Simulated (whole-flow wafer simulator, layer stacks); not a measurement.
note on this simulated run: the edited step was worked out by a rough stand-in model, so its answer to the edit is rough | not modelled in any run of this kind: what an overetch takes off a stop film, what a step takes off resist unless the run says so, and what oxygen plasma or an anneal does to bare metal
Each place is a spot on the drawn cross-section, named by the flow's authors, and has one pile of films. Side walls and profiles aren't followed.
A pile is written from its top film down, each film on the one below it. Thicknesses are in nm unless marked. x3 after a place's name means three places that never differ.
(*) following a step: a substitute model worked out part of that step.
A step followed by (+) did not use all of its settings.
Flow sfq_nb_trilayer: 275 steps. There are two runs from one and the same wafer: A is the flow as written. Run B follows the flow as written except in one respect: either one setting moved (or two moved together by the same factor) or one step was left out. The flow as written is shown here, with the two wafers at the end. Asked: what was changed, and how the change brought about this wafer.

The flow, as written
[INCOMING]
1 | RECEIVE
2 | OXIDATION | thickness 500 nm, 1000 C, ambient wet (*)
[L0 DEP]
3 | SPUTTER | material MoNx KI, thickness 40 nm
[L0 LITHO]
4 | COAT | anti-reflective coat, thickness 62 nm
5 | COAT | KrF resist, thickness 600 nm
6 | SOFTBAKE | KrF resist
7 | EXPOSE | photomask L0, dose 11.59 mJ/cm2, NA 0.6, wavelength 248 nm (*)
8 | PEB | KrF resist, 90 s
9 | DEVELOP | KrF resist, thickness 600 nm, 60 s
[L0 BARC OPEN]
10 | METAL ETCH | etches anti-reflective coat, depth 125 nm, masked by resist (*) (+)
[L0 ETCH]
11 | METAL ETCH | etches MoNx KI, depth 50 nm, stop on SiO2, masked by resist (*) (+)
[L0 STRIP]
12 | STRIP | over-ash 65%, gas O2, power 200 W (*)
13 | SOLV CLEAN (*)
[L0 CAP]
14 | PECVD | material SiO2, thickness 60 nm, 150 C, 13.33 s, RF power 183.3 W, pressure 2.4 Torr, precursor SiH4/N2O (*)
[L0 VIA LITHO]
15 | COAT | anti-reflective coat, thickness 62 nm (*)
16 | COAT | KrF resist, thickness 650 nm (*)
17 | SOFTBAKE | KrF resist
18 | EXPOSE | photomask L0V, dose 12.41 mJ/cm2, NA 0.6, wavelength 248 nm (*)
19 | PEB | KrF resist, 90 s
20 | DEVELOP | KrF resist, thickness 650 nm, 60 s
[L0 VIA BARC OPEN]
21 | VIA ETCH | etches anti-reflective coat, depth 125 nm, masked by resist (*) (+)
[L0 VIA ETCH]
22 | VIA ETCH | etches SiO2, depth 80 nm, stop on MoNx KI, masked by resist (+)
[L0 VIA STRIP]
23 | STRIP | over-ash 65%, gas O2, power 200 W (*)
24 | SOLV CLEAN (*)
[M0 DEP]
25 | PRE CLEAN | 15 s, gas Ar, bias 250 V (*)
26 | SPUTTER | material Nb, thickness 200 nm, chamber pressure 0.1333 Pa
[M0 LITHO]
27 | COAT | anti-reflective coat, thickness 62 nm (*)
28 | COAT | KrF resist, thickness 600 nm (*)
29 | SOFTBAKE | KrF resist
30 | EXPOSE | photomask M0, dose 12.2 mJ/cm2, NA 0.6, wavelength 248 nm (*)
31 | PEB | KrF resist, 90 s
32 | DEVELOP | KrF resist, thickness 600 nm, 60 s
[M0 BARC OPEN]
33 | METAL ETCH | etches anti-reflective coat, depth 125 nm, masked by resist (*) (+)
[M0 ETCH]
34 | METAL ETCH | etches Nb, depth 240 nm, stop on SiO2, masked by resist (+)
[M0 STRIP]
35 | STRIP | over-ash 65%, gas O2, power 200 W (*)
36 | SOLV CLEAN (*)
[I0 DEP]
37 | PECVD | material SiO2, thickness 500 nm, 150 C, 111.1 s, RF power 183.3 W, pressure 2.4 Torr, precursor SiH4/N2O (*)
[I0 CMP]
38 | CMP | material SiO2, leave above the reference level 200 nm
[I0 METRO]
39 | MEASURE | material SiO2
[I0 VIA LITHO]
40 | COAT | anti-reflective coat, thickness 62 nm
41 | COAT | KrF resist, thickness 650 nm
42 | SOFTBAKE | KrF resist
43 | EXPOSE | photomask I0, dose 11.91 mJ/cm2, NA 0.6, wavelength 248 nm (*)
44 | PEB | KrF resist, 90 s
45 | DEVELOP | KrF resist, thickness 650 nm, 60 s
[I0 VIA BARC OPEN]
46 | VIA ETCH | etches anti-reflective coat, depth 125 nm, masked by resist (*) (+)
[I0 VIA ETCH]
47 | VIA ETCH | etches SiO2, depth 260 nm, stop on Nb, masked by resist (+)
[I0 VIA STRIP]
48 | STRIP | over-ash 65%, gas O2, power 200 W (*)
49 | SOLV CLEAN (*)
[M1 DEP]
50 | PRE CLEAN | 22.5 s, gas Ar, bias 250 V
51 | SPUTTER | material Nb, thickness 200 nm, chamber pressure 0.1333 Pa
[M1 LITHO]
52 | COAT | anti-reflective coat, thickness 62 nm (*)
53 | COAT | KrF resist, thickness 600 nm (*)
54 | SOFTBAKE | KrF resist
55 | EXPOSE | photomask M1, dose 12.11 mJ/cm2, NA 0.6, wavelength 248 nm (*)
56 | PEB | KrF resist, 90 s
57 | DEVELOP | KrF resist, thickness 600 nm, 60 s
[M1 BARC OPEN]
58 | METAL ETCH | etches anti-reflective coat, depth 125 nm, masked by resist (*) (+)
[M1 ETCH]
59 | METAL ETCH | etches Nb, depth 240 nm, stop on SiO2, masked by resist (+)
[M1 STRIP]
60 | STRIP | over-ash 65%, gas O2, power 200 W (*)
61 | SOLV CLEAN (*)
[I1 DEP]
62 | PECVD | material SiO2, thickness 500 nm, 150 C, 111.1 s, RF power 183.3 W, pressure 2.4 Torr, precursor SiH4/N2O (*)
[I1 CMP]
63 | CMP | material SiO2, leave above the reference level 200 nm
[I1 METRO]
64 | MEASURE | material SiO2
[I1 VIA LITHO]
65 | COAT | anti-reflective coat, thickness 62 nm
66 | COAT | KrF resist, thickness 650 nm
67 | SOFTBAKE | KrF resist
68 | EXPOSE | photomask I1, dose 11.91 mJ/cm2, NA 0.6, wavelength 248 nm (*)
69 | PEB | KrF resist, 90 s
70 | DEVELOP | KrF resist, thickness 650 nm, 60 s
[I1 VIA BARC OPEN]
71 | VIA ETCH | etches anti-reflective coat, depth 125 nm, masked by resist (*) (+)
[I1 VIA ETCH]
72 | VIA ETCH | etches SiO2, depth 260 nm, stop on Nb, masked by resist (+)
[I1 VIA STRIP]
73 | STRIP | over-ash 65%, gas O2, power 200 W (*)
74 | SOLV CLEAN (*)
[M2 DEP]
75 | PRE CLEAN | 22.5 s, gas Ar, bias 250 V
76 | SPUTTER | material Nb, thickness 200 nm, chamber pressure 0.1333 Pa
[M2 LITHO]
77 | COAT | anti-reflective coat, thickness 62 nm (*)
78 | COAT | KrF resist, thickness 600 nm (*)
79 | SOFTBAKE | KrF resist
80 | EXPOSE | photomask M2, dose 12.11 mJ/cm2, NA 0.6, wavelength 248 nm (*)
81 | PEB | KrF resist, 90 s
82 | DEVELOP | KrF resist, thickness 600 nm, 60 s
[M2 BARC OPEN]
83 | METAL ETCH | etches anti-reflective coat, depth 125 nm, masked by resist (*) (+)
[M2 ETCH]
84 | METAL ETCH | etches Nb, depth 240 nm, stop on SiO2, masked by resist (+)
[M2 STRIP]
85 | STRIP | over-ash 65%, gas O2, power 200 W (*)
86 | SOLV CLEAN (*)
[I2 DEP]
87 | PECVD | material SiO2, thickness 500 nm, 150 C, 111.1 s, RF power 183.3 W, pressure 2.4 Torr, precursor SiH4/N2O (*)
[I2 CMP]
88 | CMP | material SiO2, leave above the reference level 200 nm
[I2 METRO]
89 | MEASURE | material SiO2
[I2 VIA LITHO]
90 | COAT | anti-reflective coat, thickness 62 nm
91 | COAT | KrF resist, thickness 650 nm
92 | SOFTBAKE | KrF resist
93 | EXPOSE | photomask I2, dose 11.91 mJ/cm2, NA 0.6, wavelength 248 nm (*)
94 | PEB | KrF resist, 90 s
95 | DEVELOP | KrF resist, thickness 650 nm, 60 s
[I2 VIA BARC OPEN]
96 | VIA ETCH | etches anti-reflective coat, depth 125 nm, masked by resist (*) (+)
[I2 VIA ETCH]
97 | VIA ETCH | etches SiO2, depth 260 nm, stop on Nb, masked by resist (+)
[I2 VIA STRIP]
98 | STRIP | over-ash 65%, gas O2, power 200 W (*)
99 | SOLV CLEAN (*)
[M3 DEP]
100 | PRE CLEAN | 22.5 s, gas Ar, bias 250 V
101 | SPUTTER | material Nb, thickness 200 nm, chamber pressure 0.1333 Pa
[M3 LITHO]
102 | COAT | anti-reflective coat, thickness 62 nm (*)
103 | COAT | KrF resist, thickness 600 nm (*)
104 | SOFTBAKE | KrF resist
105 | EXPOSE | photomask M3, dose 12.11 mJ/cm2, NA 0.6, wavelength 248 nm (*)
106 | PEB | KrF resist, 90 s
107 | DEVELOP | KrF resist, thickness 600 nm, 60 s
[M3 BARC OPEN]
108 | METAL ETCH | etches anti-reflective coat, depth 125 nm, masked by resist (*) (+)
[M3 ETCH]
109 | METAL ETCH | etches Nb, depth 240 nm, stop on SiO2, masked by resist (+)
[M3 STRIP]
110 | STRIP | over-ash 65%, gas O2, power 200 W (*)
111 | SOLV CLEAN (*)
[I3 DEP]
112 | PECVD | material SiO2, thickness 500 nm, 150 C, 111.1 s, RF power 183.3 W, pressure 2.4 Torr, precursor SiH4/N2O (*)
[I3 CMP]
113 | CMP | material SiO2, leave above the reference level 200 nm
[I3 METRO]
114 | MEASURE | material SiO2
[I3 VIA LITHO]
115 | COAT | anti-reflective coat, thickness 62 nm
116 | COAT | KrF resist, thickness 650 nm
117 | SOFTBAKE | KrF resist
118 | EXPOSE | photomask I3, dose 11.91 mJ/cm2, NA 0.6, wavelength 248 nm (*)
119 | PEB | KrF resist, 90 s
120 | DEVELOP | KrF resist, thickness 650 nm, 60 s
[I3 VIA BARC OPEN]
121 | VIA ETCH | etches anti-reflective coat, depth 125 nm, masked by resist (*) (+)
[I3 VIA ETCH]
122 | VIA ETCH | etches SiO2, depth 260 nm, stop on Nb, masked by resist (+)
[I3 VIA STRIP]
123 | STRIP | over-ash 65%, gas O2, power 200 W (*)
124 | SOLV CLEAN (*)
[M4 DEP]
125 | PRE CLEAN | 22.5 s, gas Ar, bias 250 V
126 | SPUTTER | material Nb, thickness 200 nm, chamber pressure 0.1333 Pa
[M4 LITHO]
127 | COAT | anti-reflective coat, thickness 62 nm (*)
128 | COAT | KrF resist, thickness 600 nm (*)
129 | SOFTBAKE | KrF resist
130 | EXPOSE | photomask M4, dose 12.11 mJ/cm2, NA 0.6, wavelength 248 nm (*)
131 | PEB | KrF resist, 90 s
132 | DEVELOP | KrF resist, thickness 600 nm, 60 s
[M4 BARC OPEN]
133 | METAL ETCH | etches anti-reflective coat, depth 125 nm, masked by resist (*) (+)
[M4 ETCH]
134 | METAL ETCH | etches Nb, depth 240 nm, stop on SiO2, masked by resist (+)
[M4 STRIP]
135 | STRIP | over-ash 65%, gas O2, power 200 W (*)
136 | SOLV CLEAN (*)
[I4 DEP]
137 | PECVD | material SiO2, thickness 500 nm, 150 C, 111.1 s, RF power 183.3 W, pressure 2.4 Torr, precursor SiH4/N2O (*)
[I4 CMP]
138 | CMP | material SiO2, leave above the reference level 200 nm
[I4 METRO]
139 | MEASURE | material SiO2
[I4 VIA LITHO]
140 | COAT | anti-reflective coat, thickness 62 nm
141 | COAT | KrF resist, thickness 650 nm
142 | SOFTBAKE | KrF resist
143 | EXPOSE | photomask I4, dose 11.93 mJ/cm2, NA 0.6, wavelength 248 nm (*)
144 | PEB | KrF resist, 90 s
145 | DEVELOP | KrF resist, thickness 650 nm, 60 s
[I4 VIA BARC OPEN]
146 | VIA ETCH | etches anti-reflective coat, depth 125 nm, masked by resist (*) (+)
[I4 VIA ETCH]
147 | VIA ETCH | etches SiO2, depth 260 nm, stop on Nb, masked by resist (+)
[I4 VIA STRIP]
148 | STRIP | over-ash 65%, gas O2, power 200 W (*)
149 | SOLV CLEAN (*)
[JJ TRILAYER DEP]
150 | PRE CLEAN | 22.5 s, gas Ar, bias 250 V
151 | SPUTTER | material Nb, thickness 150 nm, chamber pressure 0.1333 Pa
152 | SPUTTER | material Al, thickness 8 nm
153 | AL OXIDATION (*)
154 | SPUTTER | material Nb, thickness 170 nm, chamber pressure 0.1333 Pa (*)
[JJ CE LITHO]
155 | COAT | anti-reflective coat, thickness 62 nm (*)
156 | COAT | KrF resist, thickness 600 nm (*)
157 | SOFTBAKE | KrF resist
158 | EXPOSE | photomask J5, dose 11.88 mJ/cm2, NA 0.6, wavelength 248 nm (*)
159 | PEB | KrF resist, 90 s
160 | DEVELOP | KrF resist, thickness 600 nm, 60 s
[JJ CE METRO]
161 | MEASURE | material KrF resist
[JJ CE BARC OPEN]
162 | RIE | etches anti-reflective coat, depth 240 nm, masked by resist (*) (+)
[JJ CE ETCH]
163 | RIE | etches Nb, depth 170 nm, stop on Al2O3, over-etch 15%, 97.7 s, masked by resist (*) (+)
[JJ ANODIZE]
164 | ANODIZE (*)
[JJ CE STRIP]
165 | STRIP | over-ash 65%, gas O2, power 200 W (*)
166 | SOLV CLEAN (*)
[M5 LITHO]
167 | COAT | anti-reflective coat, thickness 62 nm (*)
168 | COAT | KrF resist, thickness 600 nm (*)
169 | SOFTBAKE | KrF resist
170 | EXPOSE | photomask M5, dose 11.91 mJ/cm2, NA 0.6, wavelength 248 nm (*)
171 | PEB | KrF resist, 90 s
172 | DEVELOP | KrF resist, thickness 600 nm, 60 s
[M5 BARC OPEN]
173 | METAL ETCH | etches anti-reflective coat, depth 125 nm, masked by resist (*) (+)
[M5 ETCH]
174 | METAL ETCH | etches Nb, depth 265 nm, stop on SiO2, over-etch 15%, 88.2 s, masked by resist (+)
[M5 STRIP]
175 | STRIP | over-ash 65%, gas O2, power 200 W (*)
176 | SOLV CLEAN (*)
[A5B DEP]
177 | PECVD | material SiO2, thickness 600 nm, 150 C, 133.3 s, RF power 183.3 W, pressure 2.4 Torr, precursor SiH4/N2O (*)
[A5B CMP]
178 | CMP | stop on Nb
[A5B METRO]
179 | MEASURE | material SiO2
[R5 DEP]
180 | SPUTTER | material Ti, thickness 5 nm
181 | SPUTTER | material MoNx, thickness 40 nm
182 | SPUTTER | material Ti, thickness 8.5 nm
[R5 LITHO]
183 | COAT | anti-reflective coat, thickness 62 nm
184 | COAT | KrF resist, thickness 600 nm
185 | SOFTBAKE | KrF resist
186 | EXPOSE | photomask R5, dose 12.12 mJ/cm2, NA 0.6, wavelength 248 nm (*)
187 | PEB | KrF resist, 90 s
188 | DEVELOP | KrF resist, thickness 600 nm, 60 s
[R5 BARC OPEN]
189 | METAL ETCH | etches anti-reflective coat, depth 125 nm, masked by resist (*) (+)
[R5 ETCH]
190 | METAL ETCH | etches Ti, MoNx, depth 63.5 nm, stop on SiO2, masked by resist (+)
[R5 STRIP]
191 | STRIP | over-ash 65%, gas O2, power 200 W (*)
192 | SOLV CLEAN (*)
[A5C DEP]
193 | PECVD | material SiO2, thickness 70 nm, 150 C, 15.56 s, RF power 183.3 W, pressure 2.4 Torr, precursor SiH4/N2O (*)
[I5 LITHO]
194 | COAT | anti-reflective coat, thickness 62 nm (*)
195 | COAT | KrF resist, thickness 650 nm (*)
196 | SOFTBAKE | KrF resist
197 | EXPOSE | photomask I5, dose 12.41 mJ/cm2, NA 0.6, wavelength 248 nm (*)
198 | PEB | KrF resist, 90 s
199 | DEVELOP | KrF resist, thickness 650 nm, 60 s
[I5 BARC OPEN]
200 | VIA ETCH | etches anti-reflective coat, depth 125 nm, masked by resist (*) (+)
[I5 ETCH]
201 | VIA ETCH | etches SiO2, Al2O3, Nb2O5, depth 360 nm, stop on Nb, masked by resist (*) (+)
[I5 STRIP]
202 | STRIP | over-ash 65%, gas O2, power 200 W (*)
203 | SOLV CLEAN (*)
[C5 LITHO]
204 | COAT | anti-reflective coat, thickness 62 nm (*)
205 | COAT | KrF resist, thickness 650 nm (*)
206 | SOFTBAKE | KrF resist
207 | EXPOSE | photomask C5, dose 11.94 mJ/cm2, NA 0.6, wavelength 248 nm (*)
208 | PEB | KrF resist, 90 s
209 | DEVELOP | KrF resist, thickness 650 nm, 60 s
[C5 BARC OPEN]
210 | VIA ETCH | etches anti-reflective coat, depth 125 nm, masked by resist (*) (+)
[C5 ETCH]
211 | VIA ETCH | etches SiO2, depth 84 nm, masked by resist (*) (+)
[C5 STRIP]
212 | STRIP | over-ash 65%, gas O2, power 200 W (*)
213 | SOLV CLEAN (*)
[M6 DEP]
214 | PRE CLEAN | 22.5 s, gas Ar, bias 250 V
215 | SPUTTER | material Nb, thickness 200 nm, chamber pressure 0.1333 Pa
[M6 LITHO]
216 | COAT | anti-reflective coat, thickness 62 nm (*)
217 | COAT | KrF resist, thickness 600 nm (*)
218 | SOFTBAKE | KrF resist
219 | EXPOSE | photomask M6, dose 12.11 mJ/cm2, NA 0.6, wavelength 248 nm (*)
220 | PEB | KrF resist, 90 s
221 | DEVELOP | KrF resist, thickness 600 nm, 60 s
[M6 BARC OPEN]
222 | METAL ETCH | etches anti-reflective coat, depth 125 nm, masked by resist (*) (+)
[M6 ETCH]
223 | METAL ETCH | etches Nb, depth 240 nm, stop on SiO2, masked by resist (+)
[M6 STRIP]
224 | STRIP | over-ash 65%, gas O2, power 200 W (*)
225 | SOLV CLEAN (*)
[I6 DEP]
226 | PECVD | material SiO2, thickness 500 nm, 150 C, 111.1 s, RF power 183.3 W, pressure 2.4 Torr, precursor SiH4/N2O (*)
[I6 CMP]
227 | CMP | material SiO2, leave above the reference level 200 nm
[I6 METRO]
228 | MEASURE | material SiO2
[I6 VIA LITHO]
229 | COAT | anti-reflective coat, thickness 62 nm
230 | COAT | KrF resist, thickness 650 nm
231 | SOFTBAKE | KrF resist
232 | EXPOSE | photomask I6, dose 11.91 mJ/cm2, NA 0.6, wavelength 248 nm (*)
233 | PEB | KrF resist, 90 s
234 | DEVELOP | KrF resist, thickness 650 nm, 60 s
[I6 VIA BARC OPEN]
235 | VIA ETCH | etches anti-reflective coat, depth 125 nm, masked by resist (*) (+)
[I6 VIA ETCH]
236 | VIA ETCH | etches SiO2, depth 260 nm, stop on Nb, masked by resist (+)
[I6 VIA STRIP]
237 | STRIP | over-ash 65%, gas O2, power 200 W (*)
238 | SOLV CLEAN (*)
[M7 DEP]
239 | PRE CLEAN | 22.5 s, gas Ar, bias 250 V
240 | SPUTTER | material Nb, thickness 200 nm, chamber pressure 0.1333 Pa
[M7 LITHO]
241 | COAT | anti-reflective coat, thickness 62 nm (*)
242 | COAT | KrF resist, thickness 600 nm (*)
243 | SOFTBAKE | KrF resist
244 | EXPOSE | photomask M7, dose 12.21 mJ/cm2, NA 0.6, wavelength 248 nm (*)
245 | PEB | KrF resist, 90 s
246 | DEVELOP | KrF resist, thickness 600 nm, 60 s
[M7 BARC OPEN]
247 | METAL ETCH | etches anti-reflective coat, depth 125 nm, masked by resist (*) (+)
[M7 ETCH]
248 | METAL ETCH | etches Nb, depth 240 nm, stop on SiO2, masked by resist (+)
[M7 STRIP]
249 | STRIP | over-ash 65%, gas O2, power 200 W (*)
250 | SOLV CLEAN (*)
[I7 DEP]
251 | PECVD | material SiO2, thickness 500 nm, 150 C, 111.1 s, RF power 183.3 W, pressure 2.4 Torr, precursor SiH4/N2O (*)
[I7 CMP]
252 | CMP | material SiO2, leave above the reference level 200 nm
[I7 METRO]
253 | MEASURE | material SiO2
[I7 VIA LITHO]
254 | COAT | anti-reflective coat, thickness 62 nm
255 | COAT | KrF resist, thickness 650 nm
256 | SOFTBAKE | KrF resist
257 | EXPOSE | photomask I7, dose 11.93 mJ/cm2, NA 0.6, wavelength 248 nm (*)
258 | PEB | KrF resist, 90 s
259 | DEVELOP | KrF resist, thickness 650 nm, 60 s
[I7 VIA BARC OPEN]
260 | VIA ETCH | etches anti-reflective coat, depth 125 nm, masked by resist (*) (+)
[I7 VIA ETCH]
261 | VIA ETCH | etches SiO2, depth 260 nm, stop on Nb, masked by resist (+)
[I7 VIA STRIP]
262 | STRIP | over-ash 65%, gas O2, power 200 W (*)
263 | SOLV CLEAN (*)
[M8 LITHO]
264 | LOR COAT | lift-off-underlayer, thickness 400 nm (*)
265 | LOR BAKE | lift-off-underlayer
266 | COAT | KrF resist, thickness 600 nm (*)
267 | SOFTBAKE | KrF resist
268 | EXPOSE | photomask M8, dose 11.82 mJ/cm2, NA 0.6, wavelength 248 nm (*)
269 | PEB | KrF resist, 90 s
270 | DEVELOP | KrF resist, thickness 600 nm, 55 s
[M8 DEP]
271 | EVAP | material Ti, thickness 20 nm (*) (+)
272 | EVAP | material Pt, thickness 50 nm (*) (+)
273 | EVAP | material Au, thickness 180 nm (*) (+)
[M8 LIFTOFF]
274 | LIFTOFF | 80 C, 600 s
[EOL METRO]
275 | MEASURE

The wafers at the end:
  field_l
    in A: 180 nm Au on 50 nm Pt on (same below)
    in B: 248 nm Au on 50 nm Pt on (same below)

Cause: step 273, EVAP: thickness 248 nm was run, whereas the flow has thickness 180 nm.
One can read it off the wafer: field_l has Au 248, and step 273 as written asks for 180 nm.

How this came from the change, step by step:
  273 | EVAP | material Au, thickness 180 nm (*) (+)
      field_l, v_sur, via_wl and 103 more: A +180 Au (new film) | B +248 Au (new film)
  274 | LIFTOFF | 80 C, 600 s
      p4_fl, p4_fm, p4_w1 and 71 more: A -180 Au (all of it), -50 Pt (all of it), -20 Ti (all of it), -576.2 KrF resist (all of it), -400 lift-off-underlayer (all of it) | B -248 Au (all of it), -50 Pt (all of it), -20 Ti (all of it), -576.2 KrF resist (all of it), -400 lift-off-underlayer (all of it)
      c5j, ce_r: A -180 Au (all of it), -50 Pt (all of it), -20 Ti (all of it), -573.3 KrF resist (all of it), -399.3 lift-off-underlayer (all of it) | B -248 Au (all of it), -50 Pt (all of it), -20 Ti (all of it), -573.3 KrF resist (all of it), -399.3 lift-off-underlayer (all of it)
      (as well as at 19 more places)
